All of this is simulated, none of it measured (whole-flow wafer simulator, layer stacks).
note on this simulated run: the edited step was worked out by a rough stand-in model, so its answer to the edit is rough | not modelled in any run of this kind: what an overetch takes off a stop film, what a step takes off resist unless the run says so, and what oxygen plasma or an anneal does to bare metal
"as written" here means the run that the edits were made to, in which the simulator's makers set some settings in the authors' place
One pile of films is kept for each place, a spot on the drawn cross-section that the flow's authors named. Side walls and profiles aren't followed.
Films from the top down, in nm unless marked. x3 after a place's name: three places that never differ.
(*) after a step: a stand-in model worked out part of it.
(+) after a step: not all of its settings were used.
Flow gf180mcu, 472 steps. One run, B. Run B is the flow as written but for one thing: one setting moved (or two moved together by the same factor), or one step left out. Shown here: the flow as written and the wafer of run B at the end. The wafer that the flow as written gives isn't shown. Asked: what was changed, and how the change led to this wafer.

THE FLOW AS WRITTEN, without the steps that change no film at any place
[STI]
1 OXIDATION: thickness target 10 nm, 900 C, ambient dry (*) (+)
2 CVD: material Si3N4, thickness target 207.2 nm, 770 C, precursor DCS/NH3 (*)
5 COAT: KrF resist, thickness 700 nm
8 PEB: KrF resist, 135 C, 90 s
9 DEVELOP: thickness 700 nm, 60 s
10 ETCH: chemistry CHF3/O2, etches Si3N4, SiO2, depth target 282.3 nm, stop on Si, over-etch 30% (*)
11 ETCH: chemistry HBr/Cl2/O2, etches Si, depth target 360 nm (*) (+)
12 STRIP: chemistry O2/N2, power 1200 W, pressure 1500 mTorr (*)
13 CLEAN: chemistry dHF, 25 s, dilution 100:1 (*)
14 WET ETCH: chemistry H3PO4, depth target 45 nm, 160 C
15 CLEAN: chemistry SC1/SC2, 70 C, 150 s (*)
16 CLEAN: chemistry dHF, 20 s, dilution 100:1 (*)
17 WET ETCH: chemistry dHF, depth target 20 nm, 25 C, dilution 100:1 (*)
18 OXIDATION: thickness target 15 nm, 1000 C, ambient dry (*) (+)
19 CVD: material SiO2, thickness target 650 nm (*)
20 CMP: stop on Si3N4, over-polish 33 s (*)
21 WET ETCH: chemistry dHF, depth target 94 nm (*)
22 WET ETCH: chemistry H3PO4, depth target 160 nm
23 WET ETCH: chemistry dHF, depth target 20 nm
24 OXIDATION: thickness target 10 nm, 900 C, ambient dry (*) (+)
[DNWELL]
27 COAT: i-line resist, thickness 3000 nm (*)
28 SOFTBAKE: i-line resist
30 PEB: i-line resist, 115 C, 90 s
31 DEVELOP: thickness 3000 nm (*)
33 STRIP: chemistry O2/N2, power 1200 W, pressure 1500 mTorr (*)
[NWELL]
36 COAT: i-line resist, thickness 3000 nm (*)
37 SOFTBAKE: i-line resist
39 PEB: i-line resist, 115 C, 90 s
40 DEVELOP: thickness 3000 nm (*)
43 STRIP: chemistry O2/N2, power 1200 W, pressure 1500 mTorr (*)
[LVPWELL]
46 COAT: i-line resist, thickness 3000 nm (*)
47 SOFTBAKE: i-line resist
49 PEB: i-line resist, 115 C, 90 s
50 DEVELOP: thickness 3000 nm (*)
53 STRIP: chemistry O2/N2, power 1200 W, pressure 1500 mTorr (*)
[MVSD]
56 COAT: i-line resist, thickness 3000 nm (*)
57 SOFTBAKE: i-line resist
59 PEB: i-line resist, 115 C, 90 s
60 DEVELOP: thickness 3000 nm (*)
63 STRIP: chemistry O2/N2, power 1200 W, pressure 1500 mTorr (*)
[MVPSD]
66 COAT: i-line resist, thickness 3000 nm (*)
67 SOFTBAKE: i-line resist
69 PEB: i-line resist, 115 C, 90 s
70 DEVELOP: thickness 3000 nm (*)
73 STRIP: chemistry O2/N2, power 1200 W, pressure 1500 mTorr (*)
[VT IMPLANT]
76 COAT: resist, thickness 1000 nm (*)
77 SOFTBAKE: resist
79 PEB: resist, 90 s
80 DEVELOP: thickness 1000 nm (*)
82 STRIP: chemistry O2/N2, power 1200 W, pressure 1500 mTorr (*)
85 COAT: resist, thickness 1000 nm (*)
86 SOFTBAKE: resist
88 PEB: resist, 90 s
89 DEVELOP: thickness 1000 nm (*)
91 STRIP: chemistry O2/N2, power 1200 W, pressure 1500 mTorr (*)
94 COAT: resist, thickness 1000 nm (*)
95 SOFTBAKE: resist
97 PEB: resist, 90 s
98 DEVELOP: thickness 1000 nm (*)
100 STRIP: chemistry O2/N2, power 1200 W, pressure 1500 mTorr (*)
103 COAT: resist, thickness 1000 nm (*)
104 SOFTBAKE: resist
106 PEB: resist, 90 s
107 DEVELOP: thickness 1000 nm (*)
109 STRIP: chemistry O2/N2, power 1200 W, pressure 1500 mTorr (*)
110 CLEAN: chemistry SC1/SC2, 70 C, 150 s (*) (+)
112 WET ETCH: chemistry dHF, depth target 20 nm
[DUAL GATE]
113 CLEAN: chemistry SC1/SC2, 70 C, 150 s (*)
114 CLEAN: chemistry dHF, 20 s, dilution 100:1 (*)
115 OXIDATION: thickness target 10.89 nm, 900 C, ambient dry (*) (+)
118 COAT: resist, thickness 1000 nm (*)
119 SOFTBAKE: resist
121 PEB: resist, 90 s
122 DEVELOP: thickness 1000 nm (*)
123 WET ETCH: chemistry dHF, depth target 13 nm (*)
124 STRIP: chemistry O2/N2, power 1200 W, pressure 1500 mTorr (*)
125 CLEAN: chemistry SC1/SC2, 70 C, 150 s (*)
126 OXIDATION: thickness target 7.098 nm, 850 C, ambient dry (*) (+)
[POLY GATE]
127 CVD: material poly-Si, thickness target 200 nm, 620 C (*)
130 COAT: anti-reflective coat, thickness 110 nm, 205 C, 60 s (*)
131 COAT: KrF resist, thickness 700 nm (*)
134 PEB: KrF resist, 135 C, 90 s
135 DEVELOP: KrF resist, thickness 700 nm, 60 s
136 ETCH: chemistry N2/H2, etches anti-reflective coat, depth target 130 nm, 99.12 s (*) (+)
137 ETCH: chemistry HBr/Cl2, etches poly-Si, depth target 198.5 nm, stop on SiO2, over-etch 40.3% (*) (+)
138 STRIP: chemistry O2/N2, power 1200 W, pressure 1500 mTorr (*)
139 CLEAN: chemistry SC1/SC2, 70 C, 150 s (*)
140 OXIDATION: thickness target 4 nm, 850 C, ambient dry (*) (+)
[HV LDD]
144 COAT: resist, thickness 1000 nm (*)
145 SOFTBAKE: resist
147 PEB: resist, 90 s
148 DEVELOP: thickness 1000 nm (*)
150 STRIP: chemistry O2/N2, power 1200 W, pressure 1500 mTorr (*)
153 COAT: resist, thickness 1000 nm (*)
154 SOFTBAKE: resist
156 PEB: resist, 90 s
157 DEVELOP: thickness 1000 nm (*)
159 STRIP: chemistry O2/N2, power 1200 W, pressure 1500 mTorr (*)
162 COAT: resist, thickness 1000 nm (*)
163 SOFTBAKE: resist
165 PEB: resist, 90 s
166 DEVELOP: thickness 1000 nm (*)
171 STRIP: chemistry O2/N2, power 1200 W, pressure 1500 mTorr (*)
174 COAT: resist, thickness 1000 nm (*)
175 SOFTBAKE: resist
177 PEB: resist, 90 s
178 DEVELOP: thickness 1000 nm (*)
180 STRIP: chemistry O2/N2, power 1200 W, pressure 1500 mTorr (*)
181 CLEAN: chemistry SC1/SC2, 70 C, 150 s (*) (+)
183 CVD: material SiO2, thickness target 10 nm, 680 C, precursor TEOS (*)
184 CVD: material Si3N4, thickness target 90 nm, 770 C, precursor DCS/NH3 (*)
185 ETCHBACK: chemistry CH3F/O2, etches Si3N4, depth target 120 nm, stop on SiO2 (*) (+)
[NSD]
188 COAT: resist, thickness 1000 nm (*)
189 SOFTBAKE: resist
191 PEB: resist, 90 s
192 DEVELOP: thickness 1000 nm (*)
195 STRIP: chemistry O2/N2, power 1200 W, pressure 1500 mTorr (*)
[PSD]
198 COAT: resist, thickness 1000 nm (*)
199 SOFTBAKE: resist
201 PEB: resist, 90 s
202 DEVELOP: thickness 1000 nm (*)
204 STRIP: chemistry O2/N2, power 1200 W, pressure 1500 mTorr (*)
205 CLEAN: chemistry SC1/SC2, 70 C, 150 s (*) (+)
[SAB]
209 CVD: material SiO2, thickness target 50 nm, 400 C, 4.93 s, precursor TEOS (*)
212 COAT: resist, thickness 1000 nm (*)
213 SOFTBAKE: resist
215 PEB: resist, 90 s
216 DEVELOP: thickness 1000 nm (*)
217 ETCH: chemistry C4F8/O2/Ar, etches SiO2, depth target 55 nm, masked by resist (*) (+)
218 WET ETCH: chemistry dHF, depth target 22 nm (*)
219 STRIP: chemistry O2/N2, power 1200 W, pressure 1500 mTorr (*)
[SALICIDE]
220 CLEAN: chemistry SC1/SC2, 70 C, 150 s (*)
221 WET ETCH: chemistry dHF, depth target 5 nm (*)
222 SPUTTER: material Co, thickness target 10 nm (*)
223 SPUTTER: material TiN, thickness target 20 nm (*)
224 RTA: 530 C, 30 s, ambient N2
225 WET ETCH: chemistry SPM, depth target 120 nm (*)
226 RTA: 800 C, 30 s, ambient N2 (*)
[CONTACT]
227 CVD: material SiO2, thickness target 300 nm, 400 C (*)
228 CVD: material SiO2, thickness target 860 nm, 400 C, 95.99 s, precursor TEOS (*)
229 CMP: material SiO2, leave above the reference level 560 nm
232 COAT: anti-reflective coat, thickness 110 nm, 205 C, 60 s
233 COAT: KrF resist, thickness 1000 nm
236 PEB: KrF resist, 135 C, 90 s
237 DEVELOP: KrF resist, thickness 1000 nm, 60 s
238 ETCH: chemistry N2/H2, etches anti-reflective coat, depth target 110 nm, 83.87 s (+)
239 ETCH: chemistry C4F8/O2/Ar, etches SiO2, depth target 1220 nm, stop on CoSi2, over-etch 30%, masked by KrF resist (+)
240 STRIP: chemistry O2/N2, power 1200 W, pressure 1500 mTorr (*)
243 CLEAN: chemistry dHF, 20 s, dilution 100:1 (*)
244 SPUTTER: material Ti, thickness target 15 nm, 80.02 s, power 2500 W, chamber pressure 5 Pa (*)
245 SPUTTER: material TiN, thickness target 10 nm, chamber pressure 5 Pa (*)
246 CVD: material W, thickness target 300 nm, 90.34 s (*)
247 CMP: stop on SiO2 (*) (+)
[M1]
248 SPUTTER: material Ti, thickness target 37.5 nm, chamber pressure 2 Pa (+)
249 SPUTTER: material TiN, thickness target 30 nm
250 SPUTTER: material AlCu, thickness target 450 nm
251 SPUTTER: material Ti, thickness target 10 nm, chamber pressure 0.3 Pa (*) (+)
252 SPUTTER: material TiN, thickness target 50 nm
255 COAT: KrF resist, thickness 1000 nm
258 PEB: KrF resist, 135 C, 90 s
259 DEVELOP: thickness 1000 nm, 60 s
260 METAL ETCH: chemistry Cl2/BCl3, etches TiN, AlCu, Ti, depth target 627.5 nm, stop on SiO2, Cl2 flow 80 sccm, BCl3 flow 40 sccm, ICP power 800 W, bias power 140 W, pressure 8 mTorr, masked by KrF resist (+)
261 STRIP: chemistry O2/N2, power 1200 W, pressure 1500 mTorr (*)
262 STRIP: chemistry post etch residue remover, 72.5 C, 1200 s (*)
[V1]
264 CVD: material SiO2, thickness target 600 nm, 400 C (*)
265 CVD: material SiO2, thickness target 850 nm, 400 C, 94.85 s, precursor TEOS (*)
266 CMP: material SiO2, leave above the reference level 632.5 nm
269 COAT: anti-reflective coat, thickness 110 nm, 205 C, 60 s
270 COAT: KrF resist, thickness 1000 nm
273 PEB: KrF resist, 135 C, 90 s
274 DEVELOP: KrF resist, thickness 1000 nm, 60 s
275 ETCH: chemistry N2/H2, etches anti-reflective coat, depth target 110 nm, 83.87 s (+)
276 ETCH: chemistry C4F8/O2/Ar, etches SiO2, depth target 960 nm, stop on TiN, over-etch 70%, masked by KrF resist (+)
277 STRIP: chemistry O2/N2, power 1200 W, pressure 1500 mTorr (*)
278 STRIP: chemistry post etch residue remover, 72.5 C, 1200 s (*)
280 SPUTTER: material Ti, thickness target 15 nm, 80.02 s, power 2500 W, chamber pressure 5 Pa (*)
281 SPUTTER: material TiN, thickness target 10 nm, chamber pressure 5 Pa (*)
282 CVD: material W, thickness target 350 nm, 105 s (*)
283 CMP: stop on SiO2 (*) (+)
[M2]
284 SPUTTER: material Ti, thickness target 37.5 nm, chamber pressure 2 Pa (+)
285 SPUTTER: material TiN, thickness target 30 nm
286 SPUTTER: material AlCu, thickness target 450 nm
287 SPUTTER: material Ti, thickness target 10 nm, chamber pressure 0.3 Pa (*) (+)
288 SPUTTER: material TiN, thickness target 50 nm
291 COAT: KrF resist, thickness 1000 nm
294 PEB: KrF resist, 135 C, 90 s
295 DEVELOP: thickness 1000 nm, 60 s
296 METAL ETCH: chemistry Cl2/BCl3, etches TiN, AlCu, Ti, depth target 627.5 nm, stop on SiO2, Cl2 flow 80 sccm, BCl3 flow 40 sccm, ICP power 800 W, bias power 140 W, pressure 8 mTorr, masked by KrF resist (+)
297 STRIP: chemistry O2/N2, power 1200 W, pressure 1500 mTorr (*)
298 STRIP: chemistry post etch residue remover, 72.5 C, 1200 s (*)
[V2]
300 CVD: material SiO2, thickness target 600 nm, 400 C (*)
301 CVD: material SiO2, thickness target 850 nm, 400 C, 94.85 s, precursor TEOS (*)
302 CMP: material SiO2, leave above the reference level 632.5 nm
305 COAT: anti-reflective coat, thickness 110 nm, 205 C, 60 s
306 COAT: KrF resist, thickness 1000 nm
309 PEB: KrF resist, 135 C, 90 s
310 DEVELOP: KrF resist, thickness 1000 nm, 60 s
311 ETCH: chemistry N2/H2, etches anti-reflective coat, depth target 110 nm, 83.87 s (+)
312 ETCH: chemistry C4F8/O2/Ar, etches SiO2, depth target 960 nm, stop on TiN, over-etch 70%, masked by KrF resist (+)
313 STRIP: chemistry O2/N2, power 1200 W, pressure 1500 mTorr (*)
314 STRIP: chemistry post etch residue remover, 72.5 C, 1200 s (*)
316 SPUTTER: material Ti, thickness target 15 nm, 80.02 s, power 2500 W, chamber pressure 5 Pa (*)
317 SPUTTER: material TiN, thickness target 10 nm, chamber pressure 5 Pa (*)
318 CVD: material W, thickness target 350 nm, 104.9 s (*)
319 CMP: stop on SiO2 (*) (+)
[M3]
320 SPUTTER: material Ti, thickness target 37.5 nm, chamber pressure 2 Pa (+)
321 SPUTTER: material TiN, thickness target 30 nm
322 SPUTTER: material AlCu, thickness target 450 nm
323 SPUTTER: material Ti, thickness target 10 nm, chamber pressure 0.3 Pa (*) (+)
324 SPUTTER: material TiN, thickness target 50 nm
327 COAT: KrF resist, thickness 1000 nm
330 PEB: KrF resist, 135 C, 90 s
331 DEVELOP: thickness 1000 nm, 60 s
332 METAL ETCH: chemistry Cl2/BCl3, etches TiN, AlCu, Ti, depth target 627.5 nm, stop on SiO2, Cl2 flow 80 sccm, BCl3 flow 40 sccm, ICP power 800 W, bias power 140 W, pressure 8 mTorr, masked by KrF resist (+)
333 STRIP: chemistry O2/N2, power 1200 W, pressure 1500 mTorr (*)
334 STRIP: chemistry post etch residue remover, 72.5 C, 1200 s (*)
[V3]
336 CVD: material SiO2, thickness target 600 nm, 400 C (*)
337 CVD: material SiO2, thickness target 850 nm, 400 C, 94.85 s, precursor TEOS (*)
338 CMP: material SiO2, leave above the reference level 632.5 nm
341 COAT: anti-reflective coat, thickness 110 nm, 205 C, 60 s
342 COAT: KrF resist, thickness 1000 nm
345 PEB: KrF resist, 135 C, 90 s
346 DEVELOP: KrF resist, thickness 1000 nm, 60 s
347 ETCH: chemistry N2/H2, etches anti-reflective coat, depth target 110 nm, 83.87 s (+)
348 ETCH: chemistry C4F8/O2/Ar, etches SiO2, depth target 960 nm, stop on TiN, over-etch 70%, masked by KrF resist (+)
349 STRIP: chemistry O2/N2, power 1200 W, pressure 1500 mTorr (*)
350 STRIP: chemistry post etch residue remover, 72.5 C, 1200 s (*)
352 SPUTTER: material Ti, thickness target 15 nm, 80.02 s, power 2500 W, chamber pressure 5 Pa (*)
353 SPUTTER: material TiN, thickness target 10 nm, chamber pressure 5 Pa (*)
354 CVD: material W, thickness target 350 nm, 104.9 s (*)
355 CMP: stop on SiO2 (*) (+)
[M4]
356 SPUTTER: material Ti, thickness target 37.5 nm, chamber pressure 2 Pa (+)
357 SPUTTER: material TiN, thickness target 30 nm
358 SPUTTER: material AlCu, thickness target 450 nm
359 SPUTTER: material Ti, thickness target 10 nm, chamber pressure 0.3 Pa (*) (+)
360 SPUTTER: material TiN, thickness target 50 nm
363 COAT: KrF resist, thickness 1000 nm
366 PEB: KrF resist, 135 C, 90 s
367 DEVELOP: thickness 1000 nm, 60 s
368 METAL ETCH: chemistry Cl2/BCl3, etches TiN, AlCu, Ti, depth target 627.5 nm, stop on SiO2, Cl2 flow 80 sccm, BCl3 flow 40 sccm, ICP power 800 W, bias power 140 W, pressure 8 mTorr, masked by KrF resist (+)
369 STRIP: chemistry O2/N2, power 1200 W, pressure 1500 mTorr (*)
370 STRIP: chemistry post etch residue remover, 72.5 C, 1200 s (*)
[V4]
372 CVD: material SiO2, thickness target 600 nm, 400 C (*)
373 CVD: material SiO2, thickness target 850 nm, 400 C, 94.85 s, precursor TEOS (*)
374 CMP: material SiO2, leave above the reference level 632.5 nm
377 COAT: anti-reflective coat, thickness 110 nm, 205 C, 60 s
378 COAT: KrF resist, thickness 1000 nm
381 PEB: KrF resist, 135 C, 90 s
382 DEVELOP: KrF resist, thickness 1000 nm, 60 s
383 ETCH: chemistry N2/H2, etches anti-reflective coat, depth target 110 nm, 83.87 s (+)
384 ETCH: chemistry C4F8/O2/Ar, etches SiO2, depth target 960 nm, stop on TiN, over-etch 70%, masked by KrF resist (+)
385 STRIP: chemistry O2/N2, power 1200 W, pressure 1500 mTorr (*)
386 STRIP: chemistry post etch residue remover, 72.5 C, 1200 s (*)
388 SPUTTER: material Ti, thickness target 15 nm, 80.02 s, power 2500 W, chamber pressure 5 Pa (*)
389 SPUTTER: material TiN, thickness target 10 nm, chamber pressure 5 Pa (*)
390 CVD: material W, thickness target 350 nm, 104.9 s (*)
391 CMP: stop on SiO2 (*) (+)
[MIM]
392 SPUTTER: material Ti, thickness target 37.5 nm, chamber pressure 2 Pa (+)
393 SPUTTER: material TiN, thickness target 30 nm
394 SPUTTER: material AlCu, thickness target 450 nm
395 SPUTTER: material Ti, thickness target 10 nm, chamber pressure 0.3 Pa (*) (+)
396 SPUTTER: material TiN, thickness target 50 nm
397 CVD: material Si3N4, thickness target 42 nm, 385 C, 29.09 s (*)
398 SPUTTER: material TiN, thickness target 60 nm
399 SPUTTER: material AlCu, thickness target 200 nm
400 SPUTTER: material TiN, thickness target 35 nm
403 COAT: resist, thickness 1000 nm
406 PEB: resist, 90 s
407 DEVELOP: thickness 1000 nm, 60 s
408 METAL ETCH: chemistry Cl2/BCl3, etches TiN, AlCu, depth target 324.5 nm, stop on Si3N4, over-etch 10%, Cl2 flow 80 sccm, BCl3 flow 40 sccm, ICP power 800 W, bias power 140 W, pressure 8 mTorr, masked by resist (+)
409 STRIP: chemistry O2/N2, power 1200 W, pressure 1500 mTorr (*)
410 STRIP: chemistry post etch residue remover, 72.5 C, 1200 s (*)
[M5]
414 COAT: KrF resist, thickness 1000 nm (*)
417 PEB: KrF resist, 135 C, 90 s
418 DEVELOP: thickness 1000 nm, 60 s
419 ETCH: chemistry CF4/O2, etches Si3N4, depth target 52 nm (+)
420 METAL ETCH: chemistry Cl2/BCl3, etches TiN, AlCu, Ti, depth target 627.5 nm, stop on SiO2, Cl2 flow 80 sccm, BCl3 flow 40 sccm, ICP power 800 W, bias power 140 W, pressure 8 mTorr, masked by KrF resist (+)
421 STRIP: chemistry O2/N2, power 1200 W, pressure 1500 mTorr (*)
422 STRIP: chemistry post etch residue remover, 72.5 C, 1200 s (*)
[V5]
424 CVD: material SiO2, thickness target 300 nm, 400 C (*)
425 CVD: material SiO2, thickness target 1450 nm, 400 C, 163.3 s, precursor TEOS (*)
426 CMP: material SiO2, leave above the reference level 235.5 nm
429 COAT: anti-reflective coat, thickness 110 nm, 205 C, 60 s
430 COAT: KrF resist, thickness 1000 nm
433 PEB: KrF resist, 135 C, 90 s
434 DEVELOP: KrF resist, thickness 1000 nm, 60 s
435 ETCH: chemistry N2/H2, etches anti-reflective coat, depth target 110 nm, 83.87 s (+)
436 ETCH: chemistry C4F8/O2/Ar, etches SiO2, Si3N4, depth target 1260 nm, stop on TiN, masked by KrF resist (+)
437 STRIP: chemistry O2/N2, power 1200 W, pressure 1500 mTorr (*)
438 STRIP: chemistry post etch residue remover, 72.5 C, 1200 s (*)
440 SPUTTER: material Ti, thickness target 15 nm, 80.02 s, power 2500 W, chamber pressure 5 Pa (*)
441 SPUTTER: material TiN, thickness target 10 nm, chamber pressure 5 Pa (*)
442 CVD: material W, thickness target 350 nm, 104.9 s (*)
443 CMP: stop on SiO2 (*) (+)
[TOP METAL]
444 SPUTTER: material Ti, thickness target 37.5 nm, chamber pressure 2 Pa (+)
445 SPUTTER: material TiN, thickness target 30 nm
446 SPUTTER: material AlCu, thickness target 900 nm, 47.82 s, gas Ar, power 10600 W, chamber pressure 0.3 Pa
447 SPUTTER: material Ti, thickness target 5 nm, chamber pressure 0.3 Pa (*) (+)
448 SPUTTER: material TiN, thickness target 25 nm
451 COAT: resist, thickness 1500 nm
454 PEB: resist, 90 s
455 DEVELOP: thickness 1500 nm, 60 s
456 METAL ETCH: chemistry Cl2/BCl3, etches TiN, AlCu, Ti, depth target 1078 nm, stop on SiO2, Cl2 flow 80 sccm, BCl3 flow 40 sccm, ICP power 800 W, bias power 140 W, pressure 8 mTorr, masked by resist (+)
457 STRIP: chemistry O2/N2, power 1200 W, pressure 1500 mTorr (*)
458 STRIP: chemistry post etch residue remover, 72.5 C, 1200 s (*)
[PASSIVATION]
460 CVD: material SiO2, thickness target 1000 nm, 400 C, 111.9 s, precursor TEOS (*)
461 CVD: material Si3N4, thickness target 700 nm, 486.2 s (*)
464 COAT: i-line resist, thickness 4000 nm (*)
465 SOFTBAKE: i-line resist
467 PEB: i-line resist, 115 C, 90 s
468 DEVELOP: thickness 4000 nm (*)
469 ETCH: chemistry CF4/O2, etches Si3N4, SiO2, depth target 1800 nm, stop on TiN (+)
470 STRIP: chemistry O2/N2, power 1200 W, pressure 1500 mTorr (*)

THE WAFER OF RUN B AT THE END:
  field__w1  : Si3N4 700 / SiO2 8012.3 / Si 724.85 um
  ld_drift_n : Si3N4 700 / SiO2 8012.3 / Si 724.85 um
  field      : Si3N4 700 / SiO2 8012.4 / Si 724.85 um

The cause: step 11, ETCH: depth target 144 nm was run, where the flow has depth target 360 nm.

How the change led to this, step by step:
  11 ETCH: chemistry HBr/Cl2/O2, etches Si, depth target 360 nm (*) (+)
      active, n_well, p_well and 40 more: KrF resist -40.3 (as written it would be: KrF resist -112.3)
      field, field_sub, sti and 34 more: Si -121 (as written it would be: Si -337)
  12 STRIP: chemistry O2/N2, power 1200 W, pressure 1500 mTorr (*)
      active, n_well, p_well and 40 more: KrF resist -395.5 (all of it) (as written it would be: KrF resist -323.5 (all of it))
  19 CVD: material SiO2, thickness target 650 nm (*)
      ld_fp_n, ld_drift_n, ld_fp_p and 7 more: SiO2 +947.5 (as written it would be: SiO2 +1163.5)
      m1: SiO2 +650 (as written it would be: SiO2 +1163.5)
  20 CMP: stop on Si3N4, over-polish 33 s (*)
      sti, mim_1p0, pad and 11 more: SiO2 -354.3 (as written it would be: SiO2 -138.3)
      nw_enc_fld, nw_enc_fld_lv: SiO2 -358.3 (as written it would be: SiO2 -142.4)
      (and at 11 more places)
  24 OXIDATION: thickness target 10 nm, 900 C, ambient dry (*) (+)
      sti, mim_1p0, pad and 17 more: SiO2 +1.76, Si -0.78 (as written it would be: SiO2 +1.02, Si -0.45)
      m1, ld_fp_n, ld_fp_p: SiO2 +1.78, Si -0.78 (as written it would be: SiO2 +1.02, Si -0.45)
      (and at 14 more places)
  115 OXIDATION: thickness target 10.89 nm, 900 C, ambient dry (*) (+)
      sti, mim_1p0, pad and 19 more: SiO2 +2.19, Si -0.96 (as written it would be: SiO2 +1.22, Si -0.54)
      field, field__w1, field__w2, field__w3, field__w6, field__w12: SiO2 +2.28, Si -1 (as written it would be: SiO2 +1.25, Si -0.55)
      (and at 21 more places)
  126 OXIDATION: thickness target 7.098 nm, 850 C, ambient dry (*) (+)
      sti, mim_1p0, pad and 7 more: SiO2 +1.04, Si -0.46 (as written it would be: SiO2 +0.53, Si -0.24)
      field_sub, field_sub__w2, npoly_u, ppoly_u, ppoly_sal: SiO2 +1.07, Si -0.47 (as written it would be: SiO2 +0.54, Si -0.24)
      (and at 8 more places)
  189 SOFTBAKE: resist
      field__w9: resist -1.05 (as written it would be: resist +1.85)
      active_hv: resist +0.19 (as written it would be: resist +0.78)
      (and at 1 more place)
  199 SOFTBAKE: resist
      field__w9: resist -1.05 (as written it would be: resist +1.85)
      active_hv: resist +0.19 (as written it would be: resist +0.78)
      (and at 1 more place)
